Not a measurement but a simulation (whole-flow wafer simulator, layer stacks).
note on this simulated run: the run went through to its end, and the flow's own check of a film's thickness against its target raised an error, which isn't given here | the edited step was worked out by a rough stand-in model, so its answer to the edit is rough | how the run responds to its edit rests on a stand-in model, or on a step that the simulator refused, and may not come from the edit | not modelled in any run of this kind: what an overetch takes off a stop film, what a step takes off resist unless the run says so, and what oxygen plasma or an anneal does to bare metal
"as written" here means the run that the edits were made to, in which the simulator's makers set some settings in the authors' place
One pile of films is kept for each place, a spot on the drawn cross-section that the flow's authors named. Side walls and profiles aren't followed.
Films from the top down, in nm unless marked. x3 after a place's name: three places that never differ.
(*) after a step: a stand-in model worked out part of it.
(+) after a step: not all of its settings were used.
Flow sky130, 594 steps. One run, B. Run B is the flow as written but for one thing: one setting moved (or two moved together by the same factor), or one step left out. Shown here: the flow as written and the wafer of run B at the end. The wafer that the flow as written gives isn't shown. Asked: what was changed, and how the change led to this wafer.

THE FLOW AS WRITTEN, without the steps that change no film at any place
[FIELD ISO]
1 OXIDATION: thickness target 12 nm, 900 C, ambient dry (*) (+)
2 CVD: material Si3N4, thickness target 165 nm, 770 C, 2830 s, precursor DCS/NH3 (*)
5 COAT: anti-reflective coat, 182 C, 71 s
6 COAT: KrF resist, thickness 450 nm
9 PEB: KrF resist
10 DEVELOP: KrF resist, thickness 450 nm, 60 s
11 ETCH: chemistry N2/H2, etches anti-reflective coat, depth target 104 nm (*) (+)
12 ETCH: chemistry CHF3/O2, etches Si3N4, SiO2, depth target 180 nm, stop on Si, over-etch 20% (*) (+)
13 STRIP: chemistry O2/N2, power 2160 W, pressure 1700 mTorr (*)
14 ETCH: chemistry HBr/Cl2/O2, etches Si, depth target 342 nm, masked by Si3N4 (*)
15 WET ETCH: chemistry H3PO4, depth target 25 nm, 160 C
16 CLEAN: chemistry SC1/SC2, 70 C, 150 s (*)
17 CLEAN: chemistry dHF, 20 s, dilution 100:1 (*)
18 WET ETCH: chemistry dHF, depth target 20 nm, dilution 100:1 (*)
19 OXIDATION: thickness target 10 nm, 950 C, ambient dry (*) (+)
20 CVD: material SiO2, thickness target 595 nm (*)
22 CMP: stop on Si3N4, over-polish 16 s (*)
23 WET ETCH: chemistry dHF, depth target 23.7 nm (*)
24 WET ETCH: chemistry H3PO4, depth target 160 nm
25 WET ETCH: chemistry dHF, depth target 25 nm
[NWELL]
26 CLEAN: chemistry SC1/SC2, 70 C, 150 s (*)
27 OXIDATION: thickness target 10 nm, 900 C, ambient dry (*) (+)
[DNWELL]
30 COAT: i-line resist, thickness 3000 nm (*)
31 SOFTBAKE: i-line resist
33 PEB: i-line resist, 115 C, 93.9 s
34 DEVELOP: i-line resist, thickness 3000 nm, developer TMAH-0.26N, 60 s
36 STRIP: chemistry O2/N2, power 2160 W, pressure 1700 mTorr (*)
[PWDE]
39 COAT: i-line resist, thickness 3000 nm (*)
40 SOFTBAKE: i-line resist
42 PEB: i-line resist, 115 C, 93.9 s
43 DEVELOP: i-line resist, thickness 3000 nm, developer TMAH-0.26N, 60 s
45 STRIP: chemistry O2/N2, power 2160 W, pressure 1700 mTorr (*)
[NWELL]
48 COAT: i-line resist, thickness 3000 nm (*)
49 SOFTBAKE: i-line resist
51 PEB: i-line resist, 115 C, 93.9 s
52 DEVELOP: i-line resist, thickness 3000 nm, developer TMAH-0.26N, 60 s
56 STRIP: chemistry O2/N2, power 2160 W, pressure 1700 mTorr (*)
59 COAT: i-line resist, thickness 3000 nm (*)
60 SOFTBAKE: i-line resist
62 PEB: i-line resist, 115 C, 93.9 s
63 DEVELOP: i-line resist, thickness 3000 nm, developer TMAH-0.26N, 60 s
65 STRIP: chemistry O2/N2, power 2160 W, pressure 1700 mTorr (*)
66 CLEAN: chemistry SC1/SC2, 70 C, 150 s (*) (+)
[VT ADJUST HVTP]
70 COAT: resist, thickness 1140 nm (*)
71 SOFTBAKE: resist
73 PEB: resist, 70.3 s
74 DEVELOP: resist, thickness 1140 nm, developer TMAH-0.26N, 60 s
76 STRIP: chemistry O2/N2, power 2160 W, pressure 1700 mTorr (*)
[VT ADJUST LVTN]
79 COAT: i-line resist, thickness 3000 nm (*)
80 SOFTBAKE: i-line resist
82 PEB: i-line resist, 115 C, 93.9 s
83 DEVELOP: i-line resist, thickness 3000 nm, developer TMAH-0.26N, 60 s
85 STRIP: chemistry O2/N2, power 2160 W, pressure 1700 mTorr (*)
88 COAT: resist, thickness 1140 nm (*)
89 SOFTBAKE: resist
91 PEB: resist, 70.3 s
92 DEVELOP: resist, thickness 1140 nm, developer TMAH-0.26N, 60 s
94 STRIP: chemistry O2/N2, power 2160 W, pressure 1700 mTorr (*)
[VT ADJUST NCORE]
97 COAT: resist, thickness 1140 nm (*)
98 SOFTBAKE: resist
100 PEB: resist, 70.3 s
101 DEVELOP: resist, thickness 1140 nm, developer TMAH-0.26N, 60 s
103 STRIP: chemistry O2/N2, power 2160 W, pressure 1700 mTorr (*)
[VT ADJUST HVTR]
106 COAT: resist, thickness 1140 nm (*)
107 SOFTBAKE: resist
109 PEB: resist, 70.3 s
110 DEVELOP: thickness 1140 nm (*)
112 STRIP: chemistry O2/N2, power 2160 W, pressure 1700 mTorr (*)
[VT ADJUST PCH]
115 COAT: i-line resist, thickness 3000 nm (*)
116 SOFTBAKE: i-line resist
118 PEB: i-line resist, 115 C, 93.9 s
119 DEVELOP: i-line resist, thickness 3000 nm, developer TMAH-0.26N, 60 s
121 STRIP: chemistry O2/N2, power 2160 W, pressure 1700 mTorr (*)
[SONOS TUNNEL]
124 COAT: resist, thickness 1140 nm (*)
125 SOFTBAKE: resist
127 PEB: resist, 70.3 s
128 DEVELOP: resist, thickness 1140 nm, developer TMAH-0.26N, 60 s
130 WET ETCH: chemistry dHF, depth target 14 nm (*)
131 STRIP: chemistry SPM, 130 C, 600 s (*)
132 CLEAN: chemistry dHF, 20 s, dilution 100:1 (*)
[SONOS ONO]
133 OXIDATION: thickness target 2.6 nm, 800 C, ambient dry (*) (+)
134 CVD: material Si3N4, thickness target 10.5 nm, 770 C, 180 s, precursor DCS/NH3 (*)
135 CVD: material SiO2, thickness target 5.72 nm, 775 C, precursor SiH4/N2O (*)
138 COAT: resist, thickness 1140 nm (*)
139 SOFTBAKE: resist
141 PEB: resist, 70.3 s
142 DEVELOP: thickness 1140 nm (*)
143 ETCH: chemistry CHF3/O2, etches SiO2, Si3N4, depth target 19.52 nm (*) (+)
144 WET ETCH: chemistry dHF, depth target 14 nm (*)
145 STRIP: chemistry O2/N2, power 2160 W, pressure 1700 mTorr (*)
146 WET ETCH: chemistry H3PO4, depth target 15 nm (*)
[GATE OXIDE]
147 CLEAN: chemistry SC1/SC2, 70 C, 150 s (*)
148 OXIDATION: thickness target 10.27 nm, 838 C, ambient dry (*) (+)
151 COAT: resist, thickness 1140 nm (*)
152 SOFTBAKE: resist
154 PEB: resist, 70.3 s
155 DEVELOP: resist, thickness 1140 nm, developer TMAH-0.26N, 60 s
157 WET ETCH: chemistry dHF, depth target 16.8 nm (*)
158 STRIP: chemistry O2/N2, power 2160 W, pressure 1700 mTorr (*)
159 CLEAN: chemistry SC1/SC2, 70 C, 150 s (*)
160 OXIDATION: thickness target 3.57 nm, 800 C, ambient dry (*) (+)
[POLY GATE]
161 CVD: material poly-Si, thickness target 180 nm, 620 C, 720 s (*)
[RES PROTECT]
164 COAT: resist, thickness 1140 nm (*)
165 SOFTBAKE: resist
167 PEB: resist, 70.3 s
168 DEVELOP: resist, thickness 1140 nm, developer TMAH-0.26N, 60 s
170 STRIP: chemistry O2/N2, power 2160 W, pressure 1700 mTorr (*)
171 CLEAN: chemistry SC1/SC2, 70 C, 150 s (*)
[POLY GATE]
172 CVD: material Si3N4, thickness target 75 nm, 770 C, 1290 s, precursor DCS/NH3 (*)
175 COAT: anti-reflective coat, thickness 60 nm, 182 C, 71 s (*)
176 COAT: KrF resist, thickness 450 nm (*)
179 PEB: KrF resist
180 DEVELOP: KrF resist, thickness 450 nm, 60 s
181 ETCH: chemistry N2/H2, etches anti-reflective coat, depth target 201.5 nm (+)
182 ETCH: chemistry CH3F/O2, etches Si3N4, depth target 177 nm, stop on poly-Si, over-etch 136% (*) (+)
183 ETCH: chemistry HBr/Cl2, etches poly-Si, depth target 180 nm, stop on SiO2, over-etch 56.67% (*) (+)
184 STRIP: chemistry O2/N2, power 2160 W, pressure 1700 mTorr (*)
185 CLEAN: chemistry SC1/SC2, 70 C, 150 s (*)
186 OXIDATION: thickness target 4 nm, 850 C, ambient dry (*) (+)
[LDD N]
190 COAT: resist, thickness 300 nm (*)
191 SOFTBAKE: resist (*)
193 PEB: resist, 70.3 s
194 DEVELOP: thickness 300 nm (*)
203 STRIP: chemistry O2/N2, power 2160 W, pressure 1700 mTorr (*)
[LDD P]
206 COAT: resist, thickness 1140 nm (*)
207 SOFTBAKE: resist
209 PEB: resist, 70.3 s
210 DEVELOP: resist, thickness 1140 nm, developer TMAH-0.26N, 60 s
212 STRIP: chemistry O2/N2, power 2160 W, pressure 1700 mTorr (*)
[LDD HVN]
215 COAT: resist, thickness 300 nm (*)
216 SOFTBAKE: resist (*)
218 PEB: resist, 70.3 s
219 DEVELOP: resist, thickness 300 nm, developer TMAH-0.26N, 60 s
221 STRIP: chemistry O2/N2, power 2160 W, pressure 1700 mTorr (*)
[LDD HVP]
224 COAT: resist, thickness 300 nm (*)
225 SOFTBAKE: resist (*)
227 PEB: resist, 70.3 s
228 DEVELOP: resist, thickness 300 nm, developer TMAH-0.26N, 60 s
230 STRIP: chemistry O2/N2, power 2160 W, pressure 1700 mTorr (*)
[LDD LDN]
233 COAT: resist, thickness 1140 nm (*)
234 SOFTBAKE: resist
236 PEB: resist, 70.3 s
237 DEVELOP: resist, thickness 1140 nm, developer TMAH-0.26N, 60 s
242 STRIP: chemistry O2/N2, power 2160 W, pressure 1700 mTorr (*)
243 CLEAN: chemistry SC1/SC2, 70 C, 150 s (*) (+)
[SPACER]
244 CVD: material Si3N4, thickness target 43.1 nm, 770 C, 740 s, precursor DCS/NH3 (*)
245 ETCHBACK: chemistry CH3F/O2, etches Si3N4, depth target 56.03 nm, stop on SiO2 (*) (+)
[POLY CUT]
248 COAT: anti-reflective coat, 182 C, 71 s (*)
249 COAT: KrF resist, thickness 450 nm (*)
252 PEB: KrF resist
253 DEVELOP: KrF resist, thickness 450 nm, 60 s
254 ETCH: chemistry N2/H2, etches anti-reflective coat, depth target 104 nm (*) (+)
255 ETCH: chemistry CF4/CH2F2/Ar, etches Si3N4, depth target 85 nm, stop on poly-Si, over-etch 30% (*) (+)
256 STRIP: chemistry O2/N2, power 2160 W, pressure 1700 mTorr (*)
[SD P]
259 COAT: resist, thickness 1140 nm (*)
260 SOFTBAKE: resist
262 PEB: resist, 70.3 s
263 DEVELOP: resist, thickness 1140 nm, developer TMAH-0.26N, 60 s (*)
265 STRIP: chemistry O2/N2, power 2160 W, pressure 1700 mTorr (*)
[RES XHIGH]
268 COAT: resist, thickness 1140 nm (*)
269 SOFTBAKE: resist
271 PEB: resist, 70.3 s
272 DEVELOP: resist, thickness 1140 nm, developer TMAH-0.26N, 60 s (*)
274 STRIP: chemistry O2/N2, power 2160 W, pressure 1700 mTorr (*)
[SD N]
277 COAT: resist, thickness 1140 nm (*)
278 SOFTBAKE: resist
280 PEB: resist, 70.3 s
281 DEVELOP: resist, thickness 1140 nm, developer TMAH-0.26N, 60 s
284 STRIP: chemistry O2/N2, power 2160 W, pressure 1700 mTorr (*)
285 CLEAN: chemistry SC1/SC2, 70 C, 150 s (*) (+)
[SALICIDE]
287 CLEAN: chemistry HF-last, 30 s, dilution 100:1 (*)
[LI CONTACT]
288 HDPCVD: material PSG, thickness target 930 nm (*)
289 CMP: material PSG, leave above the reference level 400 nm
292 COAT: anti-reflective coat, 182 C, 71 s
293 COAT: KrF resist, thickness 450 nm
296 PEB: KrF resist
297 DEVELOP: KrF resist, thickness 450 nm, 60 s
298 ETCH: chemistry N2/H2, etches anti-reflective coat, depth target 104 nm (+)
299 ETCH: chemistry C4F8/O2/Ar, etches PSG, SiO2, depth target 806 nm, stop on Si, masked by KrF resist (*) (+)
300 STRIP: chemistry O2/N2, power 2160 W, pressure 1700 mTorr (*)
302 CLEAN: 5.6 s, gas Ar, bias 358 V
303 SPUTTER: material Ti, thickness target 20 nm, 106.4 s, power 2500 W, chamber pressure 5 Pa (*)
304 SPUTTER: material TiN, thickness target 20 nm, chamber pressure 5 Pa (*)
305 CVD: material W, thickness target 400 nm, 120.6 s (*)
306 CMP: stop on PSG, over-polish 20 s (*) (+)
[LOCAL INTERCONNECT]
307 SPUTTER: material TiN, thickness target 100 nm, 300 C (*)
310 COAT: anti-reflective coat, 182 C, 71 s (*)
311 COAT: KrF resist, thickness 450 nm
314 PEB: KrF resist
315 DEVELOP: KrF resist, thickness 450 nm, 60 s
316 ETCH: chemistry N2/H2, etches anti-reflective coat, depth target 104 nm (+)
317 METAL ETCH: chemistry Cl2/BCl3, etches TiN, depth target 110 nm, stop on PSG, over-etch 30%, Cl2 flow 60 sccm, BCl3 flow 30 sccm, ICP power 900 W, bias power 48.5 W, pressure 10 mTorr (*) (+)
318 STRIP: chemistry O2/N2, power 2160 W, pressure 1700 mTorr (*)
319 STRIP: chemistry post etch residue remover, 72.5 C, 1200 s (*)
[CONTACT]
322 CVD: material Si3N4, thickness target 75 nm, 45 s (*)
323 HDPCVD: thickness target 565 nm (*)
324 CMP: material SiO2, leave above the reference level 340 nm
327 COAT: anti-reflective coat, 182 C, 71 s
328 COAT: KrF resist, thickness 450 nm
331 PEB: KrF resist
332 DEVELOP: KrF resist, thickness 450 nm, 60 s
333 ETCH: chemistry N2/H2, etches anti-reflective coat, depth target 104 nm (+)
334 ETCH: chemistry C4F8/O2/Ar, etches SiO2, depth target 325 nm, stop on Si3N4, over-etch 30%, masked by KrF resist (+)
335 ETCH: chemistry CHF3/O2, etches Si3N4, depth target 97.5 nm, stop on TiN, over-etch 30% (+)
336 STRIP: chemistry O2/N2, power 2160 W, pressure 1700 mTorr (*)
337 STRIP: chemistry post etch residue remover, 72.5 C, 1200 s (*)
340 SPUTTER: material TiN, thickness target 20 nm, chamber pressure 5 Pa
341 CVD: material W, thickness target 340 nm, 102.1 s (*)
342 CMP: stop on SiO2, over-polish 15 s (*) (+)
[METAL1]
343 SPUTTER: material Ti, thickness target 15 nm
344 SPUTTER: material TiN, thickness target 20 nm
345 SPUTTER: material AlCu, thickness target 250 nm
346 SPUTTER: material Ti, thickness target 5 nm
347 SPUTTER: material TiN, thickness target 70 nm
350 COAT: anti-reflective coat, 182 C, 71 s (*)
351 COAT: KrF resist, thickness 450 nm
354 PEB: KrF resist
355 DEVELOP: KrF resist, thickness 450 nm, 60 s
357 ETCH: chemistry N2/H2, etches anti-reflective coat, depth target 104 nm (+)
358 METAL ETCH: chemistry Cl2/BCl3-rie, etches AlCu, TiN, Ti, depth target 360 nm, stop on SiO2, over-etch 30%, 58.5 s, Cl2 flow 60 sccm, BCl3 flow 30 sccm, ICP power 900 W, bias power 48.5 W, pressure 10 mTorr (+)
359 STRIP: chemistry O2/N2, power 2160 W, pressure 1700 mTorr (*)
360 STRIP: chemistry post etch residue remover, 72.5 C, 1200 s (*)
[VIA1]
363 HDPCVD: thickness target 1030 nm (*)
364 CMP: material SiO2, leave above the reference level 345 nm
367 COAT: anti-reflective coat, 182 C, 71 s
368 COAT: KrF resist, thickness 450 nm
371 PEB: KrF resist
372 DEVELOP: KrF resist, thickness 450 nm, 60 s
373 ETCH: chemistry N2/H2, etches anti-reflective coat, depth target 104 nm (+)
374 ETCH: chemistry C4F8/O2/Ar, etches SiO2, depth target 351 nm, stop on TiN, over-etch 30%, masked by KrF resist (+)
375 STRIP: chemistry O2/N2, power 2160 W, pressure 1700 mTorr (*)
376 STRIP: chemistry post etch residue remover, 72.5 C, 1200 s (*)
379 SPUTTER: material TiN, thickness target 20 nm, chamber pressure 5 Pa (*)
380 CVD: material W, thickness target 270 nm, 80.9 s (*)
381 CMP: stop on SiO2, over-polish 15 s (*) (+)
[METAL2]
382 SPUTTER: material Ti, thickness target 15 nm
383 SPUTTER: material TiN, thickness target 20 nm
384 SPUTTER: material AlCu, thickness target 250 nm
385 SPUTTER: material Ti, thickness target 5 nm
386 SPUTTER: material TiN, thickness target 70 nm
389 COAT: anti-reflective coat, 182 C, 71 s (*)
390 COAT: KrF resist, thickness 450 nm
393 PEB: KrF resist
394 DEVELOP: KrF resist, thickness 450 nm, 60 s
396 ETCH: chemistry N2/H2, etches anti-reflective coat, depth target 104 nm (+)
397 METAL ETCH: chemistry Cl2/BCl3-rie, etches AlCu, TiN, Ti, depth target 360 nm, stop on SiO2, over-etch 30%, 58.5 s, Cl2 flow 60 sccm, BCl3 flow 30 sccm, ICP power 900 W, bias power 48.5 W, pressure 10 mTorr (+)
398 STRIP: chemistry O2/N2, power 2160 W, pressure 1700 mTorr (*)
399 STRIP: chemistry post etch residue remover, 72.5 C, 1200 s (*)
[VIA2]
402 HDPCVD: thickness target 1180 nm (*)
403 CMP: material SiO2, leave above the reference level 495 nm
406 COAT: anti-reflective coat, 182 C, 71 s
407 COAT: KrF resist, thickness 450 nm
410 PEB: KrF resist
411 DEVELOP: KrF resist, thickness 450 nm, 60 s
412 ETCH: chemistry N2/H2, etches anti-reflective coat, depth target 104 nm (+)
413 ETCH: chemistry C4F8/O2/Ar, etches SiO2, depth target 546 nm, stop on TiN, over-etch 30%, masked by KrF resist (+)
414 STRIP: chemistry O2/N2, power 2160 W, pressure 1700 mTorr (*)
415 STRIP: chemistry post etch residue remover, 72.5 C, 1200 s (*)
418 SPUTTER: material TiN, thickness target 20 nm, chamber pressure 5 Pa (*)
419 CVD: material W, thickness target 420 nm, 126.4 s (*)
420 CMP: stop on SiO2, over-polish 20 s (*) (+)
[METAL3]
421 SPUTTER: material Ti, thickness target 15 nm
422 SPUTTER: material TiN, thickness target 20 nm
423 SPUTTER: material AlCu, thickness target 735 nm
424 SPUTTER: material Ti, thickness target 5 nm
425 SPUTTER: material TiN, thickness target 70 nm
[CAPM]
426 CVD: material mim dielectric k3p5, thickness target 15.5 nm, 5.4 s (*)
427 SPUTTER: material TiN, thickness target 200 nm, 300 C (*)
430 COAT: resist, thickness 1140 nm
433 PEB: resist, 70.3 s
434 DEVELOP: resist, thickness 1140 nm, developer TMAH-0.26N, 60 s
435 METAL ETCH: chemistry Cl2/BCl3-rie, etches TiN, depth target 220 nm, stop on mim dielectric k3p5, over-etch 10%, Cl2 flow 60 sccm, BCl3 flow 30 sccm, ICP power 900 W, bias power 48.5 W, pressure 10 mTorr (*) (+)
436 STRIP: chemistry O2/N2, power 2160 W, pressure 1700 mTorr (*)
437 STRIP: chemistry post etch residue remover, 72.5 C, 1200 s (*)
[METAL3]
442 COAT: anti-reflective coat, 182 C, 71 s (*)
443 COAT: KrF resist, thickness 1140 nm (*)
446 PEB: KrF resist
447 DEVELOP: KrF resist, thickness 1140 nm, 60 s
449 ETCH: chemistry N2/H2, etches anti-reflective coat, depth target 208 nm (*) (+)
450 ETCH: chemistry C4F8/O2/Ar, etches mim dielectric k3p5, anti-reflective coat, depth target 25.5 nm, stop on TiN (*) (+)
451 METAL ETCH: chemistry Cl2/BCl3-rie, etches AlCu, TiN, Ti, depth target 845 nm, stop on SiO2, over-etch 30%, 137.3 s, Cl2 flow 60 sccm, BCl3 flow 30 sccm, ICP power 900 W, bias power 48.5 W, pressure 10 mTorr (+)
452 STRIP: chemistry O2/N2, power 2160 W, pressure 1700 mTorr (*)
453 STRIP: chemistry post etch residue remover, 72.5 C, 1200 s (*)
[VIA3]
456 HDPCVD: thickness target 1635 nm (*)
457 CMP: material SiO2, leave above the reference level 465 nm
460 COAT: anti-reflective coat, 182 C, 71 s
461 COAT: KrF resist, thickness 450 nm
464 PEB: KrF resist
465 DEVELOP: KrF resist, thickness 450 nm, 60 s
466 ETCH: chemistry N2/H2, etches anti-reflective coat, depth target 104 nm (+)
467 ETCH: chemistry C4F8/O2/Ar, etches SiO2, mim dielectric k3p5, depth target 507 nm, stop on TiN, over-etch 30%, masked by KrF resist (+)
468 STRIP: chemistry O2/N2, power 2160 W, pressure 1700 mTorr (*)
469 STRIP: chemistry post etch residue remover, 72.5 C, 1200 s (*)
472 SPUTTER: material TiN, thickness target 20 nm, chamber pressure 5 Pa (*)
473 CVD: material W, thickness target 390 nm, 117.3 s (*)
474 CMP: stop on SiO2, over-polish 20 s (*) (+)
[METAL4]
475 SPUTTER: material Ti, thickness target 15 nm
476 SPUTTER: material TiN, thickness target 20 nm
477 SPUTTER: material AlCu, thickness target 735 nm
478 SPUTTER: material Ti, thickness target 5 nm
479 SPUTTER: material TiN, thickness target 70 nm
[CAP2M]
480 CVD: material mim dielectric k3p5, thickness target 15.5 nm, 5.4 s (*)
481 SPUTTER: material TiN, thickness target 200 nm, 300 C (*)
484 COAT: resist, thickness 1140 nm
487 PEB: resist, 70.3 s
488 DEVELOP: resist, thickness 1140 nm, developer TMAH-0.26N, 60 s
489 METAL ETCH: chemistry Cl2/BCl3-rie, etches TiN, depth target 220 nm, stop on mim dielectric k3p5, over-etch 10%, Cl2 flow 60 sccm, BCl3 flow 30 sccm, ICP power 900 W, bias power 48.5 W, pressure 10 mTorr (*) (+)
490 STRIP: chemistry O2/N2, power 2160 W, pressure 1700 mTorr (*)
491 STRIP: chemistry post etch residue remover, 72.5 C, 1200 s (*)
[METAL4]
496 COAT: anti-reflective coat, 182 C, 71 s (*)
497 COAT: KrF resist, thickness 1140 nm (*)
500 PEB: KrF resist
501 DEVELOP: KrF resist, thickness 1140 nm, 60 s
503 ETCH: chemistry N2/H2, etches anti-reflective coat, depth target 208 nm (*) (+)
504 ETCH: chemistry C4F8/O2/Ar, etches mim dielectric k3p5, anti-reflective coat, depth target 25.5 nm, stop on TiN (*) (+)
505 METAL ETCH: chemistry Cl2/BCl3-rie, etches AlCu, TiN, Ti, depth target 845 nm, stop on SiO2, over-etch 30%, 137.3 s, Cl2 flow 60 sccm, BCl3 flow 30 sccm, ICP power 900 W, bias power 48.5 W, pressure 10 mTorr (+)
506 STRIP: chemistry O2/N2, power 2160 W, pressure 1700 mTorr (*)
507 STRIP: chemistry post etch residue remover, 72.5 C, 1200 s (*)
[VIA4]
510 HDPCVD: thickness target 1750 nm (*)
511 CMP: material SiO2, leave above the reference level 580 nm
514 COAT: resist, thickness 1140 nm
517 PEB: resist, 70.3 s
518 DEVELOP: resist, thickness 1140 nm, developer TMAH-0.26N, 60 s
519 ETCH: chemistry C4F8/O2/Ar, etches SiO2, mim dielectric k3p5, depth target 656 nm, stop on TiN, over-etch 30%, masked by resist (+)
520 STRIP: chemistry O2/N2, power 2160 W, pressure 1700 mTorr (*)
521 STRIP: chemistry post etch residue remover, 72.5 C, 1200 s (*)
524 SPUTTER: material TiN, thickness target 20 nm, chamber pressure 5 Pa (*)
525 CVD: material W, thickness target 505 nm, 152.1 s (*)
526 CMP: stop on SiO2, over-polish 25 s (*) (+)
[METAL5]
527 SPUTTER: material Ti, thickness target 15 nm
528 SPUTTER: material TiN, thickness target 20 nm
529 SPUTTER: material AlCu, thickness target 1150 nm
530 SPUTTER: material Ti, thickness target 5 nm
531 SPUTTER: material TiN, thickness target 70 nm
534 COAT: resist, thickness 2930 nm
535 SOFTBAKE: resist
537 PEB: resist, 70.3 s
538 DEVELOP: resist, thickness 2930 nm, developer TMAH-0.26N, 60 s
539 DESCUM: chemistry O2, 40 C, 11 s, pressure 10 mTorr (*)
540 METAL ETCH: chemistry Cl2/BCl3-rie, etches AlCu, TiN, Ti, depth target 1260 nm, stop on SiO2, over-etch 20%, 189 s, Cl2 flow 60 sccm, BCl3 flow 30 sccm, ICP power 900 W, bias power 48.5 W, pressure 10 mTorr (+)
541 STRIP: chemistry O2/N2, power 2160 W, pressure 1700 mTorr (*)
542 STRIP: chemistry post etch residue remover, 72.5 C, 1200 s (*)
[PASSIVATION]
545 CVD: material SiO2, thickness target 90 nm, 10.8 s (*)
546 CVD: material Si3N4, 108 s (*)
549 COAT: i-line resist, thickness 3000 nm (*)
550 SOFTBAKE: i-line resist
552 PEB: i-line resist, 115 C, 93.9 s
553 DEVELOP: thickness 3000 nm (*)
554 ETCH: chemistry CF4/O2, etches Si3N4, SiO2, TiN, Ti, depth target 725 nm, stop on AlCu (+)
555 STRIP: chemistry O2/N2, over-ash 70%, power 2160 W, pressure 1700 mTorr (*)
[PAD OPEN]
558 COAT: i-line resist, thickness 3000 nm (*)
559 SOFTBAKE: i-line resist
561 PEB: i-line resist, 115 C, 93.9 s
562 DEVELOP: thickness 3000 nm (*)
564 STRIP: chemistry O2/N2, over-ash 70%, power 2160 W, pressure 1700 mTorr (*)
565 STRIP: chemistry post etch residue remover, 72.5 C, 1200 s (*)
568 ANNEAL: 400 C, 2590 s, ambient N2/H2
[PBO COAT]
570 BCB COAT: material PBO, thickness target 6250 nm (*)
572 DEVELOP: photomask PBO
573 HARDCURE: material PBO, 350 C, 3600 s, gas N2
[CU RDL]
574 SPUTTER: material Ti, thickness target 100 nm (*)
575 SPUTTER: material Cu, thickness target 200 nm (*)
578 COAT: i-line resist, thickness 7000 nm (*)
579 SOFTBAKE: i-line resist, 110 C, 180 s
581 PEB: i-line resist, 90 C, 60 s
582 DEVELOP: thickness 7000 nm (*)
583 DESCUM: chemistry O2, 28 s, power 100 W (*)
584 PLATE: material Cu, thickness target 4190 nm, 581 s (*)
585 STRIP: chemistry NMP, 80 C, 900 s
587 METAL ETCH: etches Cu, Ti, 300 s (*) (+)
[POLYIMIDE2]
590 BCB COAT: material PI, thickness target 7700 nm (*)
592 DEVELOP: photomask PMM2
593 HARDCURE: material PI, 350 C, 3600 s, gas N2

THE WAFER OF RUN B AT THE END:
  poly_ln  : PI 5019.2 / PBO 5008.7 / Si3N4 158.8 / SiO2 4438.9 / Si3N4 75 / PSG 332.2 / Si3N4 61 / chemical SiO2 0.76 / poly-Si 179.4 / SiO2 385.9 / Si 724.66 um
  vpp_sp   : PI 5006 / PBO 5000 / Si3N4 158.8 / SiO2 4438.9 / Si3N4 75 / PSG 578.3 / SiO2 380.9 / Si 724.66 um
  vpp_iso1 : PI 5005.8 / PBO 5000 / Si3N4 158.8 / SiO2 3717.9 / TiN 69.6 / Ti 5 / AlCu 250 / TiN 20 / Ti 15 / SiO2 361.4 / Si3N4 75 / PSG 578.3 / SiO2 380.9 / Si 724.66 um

The cause: step 23, WET ETCH: depth target 15.4 nm was run, where the flow has depth target 23.7 nm.

How the change led to this, step by step:
  23 WET ETCH: chemistry dHF, depth target 23.7 nm (*)
      active, n_well, p_well and 100 more: Si3N4 -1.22 (as written it would be: Si3N4 -1.84)
      field, mim, iso_guard and 84 more: SiO2 -15.4 (as written it would be: SiO2 -23.7)
  31 SOFTBAKE: i-line resist
      m1: i-line resist +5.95 (as written it would be: i-line resist +5.34)
      sonos_cell: i-line resist +6.88 (as written it would be: i-line resist +6.18)
      (and at 50 more places)
  40 SOFTBAKE: i-line resist
      m1: i-line resist +5.95 (as written it would be: i-line resist +5.34)
      sonos_cell: i-line resist +6.88 (as written it would be: i-line resist +6.18)
      (and at 50 more places)
  49 SOFTBAKE: i-line resist
      m1: i-line resist +5.95 (as written it would be: i-line resist +5.34)
      sonos_cell: i-line resist +6.88 (as written it would be: i-line resist +6.18)
      (and at 50 more places)
  60 SOFTBAKE: i-line resist
      m1: i-line resist +5.95 (as written it would be: i-line resist +5.34)
      sonos_cell: i-line resist +6.88 (as written it would be: i-line resist +6.18)
      (and at 50 more places)
  71 SOFTBAKE: resist
      gate_hv_pwblk: resist +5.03 (as written it would be: resist +4.5)
  80 SOFTBAKE: i-line resist
      m1: i-line resist +5.96 (as written it would be: i-line resist +5.35)
      sonos_cell: i-line resist +6.88 (as written it would be: i-line resist +6.18)
      (and at 51 more places)
  89 SOFTBAKE: resist
      gate_hv_pwblk: resist +5.03 (as written it would be: resist +4.5)
  98 SOFTBAKE: resist
      gate_hv_pwblk: resist +5.03 (as written it would be: resist +4.5)
  107 SOFTBAKE: resist
      gate_hv_pwblk: resist +5.03 (as written it would be: resist +4.5)
  116 SOFTBAKE: i-line resist
      m1: i-line resist +5.92 (as written it would be: i-line resist +5.32)
      sonos_cell: i-line resist +6.85 (as written it would be: i-line resist +6.16)
      (and at 51 more places)
  125 SOFTBAKE: resist
      gate_hv_pwblk: resist +5.03 (as written it would be: resist +4.5)
  139 SOFTBAKE: resist
      gate_hv_pwblk: resist +4.97 (as written it would be: resist +4.44)
  152 SOFTBAKE: resist
      gate_hv_pwblk: resist +4.09 (as written it would be: resist +3.56)
  161 CVD: material poly-Si, thickness target 180 nm, 620 C, 720 s (*)
      ndiff_dn: poly-Si +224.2 (new film) (as written it would be: poly-Si +215.9 (new film))
  175 COAT: anti-reflective coat, thickness 60 nm, 182 C, 71 s (*)
      p_well, sd_n, sd_p, contact: anti-reflective coat +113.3 (new film) (as written it would be: anti-reflective coat +105.5 (new film))
      field: anti-reflective coat +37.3 (new film) (as written it would be: anti-reflective coat +40.1 (new film))
      (and at 118 more places)
  ... 22 more steps ...
  306 CMP: stop on PSG, over-polish 20 s (*) (+)
      poly_licon: W -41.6 (as written it would be: W -33.3)
